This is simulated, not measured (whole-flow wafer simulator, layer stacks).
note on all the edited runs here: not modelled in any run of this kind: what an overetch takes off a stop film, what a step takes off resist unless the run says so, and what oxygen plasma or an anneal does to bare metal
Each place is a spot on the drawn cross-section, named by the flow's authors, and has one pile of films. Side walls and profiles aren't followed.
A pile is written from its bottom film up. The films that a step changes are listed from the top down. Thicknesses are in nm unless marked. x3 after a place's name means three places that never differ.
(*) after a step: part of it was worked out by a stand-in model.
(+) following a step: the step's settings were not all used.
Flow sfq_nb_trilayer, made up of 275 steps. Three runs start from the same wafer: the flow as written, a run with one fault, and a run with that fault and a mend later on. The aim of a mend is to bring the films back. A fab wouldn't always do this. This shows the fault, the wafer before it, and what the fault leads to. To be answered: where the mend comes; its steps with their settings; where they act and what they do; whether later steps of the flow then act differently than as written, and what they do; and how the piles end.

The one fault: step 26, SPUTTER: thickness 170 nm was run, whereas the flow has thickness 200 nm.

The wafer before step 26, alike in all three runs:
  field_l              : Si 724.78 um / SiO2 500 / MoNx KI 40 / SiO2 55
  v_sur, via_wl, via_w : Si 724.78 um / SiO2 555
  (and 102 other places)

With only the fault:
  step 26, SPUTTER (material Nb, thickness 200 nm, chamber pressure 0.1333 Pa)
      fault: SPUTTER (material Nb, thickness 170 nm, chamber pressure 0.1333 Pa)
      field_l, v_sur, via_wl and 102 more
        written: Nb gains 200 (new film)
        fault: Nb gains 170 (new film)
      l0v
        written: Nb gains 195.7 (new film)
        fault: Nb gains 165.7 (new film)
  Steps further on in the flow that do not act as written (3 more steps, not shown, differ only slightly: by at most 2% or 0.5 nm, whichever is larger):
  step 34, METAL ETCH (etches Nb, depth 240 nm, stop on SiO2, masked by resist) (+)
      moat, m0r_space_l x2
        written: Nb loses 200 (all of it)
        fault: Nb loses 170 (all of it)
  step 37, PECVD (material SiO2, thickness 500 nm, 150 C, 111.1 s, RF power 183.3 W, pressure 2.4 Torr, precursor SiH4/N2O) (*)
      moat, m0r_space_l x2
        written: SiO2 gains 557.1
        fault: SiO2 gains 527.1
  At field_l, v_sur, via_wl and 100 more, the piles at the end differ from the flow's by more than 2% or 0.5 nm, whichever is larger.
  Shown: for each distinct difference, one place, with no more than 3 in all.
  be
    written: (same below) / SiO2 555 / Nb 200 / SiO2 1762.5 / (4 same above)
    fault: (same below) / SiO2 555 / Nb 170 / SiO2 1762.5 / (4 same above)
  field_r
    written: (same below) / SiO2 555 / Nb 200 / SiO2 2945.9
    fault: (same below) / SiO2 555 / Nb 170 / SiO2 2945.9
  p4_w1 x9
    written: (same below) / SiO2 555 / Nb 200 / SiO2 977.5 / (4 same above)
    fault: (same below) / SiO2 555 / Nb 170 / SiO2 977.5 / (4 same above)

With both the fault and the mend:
  After step 26 comes the mend.
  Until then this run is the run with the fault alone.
  step 26a, SPUTTER (material Nb, thickness 30 nm, chamber pressure 0.1333 Pa) (the flow's step 26, run once more with other settings)
      field_l, via_wl, via_w and 100 more
        Nb gains 30
      v_sur
        Nb gains 29
      lsp_r
        Nb gains 29.5
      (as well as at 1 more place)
  Later steps of the flow that are run all act as written at every place that is followed, up to a difference of at most 2% or 0.5 nm, whichever is larger.
  The piles end only slightly different from the flow's at the places that both follow, by no more than 2% or 0.5 nm, whichever is larger.
